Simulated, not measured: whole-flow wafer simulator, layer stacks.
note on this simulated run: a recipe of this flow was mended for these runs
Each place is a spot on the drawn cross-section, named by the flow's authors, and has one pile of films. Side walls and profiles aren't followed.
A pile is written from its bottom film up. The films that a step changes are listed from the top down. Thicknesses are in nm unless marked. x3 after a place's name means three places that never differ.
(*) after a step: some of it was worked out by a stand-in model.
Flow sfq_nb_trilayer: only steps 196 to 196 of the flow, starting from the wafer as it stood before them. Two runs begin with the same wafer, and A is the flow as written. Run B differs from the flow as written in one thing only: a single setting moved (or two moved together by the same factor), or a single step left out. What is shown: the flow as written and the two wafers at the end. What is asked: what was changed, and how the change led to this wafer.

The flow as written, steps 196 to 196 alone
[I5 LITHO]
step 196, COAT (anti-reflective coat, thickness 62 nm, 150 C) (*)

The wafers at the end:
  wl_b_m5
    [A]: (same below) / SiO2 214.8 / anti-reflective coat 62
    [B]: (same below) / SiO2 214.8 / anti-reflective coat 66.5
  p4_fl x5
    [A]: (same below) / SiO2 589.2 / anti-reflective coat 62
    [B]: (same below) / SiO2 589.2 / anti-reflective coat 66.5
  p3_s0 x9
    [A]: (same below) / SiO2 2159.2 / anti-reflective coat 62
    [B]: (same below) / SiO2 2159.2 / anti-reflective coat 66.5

The reason: step 196, COAT: thickness 66.5 nm was run, though the flow has thickness 62 nm.
The wafer lets one read it off: wl_b_m5 has anti-reflective coat 66.5, and step 196 as written asks for 62 nm.

The path from the change to this, step by step:
  step 196, COAT (anti-reflective coat, thickness 62 nm, 150 C) (*)
      p4_fl x5, p4_w1 x9, p3_s0 x9 and 42 more: A anti-reflective coat gains 62 (new film) | B anti-reflective coat gains 66.5 (new film)
      via_wl, via_w, via_wr, via_sp, via_v, l0_sur, l0v: A anti-reflective coat gains 62.3 (new film) | B anti-reflective coat gains 66.8 (new film)
      (as well as at 34 more places)
